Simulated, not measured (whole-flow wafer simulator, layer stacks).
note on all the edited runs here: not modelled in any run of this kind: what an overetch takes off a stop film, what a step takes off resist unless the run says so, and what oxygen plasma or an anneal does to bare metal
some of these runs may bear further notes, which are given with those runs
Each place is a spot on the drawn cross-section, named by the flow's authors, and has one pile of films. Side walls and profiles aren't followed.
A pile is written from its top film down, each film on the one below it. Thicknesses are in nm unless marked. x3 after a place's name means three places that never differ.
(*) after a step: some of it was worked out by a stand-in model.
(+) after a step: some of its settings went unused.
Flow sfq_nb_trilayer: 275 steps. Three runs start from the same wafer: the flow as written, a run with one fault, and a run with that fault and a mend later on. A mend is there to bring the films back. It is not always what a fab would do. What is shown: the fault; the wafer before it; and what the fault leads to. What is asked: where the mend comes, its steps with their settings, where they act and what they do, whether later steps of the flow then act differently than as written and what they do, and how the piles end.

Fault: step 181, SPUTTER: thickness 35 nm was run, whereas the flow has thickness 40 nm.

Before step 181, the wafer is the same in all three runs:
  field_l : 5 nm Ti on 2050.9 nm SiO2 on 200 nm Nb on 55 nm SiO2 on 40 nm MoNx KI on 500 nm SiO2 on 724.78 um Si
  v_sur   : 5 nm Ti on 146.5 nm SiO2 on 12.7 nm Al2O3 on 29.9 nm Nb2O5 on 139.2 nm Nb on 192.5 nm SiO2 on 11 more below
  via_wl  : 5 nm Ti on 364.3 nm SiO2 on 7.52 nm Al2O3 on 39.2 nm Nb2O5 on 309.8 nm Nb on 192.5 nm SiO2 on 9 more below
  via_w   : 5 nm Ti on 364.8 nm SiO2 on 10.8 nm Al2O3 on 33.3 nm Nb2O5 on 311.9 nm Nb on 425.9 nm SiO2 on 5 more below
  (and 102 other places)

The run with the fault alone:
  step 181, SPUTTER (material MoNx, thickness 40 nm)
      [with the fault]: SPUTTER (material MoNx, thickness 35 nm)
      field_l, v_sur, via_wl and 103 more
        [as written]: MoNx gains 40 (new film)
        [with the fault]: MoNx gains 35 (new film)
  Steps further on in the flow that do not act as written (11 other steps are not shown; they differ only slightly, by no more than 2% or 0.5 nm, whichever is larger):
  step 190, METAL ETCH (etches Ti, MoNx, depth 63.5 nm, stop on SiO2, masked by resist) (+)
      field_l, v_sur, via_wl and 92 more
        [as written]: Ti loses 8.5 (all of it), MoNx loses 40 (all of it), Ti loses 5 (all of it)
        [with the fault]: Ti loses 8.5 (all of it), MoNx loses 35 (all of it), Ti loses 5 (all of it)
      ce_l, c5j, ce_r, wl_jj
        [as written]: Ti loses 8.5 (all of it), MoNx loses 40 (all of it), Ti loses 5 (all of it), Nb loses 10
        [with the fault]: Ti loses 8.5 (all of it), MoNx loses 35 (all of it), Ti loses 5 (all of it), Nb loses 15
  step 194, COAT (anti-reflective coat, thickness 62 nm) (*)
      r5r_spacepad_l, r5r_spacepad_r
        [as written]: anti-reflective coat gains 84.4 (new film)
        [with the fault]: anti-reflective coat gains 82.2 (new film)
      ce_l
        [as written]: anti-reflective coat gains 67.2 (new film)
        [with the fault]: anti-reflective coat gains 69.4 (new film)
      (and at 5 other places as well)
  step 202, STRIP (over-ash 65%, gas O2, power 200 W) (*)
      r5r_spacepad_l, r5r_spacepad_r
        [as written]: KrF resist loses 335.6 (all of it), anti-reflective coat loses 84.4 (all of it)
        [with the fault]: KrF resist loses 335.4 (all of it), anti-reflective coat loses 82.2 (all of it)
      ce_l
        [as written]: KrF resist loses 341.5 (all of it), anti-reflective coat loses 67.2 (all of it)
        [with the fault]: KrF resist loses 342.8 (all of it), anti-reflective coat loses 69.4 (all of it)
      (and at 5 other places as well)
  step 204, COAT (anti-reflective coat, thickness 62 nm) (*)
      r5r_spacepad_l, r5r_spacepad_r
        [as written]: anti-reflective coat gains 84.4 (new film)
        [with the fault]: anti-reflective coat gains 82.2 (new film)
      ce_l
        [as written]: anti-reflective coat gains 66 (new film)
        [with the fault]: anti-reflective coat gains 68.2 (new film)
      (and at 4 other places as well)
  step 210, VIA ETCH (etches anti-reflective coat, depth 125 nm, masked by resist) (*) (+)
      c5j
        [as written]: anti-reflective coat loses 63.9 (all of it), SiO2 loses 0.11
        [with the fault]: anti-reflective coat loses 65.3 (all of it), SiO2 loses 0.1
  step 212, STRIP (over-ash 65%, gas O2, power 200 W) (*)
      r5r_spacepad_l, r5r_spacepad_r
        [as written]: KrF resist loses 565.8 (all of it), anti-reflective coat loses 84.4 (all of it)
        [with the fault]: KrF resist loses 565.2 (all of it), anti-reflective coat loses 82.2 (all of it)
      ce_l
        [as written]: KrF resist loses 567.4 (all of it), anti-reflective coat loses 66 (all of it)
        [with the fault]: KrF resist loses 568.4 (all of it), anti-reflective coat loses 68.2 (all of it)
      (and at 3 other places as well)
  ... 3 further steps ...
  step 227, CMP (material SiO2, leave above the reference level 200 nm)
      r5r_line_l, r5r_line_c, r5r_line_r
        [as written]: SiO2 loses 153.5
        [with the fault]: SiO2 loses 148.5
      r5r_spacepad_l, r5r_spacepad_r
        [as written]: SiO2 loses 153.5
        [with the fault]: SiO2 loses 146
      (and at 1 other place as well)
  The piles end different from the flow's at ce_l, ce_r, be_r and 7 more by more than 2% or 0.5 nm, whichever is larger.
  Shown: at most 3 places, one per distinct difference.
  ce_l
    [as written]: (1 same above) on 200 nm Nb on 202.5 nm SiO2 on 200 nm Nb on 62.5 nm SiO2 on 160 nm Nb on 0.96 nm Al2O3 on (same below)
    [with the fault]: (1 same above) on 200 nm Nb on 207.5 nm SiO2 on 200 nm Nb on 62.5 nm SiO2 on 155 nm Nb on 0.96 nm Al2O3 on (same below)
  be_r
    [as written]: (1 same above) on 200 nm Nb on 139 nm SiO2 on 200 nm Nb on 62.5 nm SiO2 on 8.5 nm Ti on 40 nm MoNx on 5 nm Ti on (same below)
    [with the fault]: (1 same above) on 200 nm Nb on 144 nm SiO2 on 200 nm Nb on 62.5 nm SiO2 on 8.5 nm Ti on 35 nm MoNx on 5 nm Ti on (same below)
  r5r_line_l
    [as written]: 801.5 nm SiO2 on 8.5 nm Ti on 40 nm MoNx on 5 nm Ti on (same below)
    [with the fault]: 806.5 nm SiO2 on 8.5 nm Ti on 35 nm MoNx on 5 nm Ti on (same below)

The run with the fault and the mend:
  After step 181 comes the mend.
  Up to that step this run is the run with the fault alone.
  step 181a, SPUTTER (material MoNx, thickness 5 nm) (a further turn of the flow's step 181, with different settings)
      field_l, v_sur, via_wl and 103 more
        MoNx gains 5
  Later steps of the flow that are run all act as written at every place that is followed.
  The piles end the same as the flow's at every place that both follow.
